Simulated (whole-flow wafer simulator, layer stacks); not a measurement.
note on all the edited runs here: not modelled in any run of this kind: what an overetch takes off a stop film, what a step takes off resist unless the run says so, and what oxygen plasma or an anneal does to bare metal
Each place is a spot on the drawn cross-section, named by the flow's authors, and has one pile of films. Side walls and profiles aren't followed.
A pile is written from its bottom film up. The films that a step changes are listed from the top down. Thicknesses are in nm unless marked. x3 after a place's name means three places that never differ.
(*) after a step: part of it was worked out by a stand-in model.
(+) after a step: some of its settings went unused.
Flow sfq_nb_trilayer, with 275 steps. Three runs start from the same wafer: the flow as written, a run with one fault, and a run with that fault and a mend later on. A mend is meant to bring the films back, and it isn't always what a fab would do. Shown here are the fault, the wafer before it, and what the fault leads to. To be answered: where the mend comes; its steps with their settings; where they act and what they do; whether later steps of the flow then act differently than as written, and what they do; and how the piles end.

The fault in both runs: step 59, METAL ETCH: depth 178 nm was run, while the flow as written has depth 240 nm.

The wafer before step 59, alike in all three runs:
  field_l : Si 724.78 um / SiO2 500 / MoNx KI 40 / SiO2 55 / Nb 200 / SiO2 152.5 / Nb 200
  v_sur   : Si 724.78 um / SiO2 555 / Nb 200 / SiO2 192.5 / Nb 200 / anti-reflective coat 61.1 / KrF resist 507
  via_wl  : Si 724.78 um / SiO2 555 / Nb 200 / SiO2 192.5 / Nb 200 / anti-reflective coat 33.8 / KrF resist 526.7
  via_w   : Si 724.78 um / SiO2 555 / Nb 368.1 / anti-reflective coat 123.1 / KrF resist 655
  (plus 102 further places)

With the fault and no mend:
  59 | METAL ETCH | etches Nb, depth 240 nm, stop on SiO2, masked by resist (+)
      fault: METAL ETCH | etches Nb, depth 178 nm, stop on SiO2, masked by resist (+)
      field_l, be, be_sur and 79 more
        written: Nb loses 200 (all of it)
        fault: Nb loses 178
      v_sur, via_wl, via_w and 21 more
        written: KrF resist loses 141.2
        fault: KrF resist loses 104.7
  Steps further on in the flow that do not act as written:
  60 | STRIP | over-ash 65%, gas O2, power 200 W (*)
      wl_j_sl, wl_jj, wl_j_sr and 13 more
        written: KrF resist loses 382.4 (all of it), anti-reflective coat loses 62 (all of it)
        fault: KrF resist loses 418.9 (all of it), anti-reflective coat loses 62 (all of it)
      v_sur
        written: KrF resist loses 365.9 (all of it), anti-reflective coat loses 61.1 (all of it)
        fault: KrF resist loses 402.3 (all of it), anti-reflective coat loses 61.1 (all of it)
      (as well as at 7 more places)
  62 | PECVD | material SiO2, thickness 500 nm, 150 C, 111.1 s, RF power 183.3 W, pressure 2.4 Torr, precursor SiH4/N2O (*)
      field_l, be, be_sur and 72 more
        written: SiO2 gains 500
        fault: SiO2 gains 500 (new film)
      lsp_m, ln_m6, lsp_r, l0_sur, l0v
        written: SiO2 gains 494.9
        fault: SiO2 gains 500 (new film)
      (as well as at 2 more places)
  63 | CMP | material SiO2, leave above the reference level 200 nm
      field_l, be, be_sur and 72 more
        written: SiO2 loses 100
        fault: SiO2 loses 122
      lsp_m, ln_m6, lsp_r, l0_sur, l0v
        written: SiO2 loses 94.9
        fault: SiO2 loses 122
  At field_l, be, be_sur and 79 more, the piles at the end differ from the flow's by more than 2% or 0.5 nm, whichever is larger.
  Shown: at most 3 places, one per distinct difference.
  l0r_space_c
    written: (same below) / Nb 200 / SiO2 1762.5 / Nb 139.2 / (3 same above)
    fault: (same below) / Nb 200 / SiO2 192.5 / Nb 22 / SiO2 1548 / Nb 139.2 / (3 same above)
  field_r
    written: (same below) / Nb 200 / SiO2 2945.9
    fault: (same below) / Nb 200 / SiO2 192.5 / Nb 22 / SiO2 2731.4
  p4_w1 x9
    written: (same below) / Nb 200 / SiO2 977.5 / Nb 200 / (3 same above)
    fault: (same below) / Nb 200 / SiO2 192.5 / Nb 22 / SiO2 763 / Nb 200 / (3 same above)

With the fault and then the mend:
  After step 59 comes the mend.
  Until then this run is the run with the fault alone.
  59a | METAL ETCH | etches Nb, depth 62 nm, stop on SiO2, masked by resist (+) (the flow's step 59, run once more with other settings)
      field_l, be, be_sur and 79 more
        Nb loses 22 (all of it)
      v_sur, via_wl, via_w and 21 more
        KrF resist loses 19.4
  Steps further on in the flow that do not act as written:
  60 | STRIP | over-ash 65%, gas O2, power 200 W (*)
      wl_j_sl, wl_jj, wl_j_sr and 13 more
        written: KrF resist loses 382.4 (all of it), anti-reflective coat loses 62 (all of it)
        mend: KrF resist loses 399.4 (all of it), anti-reflective coat loses 62 (all of it)
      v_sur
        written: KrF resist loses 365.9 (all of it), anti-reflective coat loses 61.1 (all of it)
        mend: KrF resist loses 382.9 (all of it), anti-reflective coat loses 61.1 (all of it)
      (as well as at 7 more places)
  By the end, the piles equal the flow's at every place that both follow.
